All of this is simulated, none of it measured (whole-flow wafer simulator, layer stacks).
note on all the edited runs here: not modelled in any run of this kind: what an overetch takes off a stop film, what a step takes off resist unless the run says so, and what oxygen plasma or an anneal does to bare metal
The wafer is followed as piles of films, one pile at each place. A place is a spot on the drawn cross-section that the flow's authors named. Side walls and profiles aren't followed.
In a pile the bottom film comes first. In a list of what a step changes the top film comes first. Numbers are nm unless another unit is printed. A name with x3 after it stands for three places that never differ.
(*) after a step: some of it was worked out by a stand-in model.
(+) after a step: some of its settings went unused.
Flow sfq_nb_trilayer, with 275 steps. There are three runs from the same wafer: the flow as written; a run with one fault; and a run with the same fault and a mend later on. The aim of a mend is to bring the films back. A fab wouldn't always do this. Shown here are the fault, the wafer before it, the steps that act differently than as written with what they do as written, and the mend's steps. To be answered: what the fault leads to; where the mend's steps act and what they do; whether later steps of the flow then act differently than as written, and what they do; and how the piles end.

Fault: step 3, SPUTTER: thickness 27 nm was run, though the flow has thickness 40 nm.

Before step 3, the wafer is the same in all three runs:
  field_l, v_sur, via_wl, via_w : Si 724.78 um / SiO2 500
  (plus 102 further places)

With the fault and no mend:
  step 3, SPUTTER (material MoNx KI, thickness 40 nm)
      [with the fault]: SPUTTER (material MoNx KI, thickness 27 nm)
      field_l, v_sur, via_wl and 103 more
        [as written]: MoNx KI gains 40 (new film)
        [with the fault]: MoNx KI gains 27 (new film)
  Later steps of the flow acting differently than as written (9 more steps, not shown, differ only slightly: by at most 2% or 0.5 nm, whichever is larger):
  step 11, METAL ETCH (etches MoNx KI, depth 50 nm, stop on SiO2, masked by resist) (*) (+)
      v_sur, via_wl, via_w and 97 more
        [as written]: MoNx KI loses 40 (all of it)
        [with the fault]: MoNx KI loses 27 (all of it)
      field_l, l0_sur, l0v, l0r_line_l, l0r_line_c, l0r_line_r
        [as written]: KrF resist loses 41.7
        [with the fault]: KrF resist loses 33.8
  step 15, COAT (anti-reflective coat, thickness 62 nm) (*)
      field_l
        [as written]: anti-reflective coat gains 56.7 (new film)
        [with the fault]: anti-reflective coat gains 58.2 (new film)
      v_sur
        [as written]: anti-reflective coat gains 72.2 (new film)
        [with the fault]: anti-reflective coat gains 69 (new film)
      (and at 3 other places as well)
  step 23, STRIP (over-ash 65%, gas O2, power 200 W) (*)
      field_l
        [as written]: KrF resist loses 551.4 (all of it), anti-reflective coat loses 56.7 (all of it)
        [with the fault]: KrF resist loses 554.2 (all of it), anti-reflective coat loses 58.2 (all of it)
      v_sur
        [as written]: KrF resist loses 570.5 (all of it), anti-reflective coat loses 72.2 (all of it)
        [with the fault]: KrF resist loses 566.8 (all of it), anti-reflective coat loses 69 (all of it)
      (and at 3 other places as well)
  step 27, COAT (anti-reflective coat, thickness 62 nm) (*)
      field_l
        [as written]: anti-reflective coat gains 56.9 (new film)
        [with the fault]: anti-reflective coat gains 58.4 (new film)
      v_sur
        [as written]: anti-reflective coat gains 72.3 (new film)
        [with the fault]: anti-reflective coat gains 68.9 (new film)
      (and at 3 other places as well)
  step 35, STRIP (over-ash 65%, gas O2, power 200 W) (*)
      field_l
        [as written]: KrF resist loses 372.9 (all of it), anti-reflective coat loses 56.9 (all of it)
        [with the fault]: KrF resist loses 376 (all of it), anti-reflective coat loses 58.4 (all of it)
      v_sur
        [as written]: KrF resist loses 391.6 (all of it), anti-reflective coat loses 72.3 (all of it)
        [with the fault]: KrF resist loses 388.5 (all of it), anti-reflective coat loses 68.9 (all of it)
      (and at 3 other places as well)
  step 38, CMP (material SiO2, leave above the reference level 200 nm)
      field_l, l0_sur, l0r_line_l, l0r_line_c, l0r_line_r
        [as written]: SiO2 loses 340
        [with the fault]: SiO2 loses 327
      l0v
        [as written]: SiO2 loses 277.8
        [with the fault]: SiO2 loses 264.8
  The piles end different from the flow's at field_l, l0_sur, l0v, l0r_line_l, l0r_line_c, l0r_line_r by more than 2% or 0.5 nm, whichever is larger.
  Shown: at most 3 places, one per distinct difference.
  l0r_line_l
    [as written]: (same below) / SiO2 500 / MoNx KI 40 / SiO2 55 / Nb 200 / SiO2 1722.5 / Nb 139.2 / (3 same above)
    [with the fault]: (same below) / SiO2 500 / MoNx KI 27 / SiO2 55 / Nb 200 / SiO2 1735.5 / Nb 139.2 / (3 same above)
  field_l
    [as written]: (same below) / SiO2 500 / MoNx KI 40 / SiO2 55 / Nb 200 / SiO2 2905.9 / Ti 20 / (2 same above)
    [with the fault]: (same below) / SiO2 500 / MoNx KI 27 / SiO2 55 / Nb 200 / SiO2 2918.9 / Ti 20 / (2 same above)
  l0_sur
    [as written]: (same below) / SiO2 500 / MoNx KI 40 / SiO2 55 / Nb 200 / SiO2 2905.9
    [with the fault]: (same below) / SiO2 500 / MoNx KI 27 / SiO2 55 / Nb 200 / SiO2 2918.9

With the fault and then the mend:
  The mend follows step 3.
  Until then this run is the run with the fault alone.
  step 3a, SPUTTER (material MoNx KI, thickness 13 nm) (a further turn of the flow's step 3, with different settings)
      field_l, v_sur, via_wl and 103 more
        MoNx KI gains 13
  Every later step of the flow that is run acts as written at every place that is followed.
  By the end, the piles equal the flow's at every place that both follow.
